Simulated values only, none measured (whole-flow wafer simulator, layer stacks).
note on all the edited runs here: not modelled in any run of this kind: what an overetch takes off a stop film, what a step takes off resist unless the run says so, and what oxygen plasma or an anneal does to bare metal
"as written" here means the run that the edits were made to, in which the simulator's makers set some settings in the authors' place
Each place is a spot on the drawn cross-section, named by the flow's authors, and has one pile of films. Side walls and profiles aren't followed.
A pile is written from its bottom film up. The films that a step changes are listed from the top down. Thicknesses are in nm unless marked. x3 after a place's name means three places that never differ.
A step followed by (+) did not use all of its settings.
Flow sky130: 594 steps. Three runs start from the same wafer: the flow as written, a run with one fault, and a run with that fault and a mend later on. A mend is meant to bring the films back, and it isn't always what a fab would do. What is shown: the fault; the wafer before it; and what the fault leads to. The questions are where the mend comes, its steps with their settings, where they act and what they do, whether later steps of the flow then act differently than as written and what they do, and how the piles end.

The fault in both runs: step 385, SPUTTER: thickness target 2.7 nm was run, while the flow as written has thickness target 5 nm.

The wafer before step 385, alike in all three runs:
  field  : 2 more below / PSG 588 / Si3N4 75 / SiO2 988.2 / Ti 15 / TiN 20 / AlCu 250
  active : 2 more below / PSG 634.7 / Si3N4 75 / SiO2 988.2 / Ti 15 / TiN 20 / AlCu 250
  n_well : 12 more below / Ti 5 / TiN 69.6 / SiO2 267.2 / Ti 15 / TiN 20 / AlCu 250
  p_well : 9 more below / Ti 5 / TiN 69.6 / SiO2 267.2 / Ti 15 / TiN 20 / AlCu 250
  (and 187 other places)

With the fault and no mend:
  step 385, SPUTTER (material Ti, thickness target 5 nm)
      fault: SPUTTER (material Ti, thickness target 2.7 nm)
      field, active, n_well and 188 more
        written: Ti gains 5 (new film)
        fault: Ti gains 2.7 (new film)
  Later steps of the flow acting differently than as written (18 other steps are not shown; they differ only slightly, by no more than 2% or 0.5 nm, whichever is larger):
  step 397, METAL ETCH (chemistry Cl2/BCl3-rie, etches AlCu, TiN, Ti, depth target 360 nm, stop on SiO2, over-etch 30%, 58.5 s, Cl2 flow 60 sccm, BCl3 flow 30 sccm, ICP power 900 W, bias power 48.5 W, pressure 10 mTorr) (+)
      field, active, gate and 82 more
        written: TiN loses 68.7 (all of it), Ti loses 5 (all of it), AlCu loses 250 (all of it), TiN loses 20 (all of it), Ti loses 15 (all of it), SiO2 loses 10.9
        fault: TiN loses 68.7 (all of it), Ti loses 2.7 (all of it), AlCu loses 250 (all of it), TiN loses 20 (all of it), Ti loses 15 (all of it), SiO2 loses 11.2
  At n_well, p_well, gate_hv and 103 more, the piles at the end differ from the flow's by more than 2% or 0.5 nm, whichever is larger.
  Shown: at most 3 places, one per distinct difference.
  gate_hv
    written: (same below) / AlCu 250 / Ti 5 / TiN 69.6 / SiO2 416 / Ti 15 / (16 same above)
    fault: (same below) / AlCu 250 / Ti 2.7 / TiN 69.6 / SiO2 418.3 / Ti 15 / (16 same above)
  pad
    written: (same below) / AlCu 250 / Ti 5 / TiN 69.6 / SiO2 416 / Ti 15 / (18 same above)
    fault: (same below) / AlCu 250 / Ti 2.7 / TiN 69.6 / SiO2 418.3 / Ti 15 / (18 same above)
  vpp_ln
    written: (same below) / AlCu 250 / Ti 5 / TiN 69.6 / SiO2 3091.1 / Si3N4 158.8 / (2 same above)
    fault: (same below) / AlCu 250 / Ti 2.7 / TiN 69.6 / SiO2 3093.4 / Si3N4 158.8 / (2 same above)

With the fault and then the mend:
  After step 385 comes the mend.
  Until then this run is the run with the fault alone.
  step 385a, SPUTTER (material Ti, thickness target 2.3 nm) (a further turn of the flow's step 385, with different settings)
      field, active, n_well and 188 more
        Ti gains 2.3
  None of the later steps of the flow acts differently than as written at any place that is followed.
  The piles end the same as the flow's at every place that both follow.
